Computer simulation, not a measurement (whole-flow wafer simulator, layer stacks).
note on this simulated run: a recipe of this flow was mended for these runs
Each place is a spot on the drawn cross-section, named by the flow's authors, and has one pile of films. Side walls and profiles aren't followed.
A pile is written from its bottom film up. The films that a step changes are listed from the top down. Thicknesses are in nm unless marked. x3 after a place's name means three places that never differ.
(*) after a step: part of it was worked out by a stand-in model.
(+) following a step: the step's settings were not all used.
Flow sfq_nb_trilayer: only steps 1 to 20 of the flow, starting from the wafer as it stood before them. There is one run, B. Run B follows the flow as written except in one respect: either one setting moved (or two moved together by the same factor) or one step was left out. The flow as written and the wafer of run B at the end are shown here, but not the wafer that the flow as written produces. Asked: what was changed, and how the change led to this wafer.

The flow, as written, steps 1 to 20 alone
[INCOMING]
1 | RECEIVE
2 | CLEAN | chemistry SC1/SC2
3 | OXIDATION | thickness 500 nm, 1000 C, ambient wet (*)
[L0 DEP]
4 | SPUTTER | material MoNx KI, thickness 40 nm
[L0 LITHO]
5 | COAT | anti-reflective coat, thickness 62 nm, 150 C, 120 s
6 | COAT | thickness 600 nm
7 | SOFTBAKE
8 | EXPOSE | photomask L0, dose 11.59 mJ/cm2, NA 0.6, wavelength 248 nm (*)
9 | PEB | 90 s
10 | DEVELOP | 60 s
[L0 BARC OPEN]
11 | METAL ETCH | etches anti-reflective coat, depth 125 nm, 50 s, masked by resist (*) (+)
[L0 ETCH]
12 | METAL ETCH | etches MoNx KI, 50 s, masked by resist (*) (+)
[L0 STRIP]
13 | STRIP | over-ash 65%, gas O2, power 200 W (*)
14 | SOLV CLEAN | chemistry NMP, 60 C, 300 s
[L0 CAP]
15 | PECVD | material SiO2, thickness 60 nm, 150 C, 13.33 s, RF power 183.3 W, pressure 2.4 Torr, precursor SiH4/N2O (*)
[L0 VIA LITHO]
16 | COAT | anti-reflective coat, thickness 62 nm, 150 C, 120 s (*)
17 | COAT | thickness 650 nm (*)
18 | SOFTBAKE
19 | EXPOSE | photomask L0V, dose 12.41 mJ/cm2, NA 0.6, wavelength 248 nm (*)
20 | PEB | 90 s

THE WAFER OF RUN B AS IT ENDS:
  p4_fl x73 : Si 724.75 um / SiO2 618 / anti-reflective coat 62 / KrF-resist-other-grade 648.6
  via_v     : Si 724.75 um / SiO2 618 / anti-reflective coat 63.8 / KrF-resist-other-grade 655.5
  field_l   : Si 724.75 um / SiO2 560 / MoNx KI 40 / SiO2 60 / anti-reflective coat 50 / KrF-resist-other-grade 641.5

What caused this: step 3, OXIDATION: thickness 560 nm was run, though the flow has thickness 500 nm.
One can read it off the wafer: field_l has SiO2 560, and step 3 as written asks for 500 nm.

Step by step, how the change led to this:
  3 | OXIDATION | thickness 500 nm, 1000 C, ambient wet (*)
      field_l, v_sur, via_wl and 103 more: +560 SiO2 (new film), -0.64 chemical SiO2 (all of it), -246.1 Si (in the flow as written it would be: +500 SiO2 (new film), -0.64 chemical SiO2 (all of it), -219.7 Si)
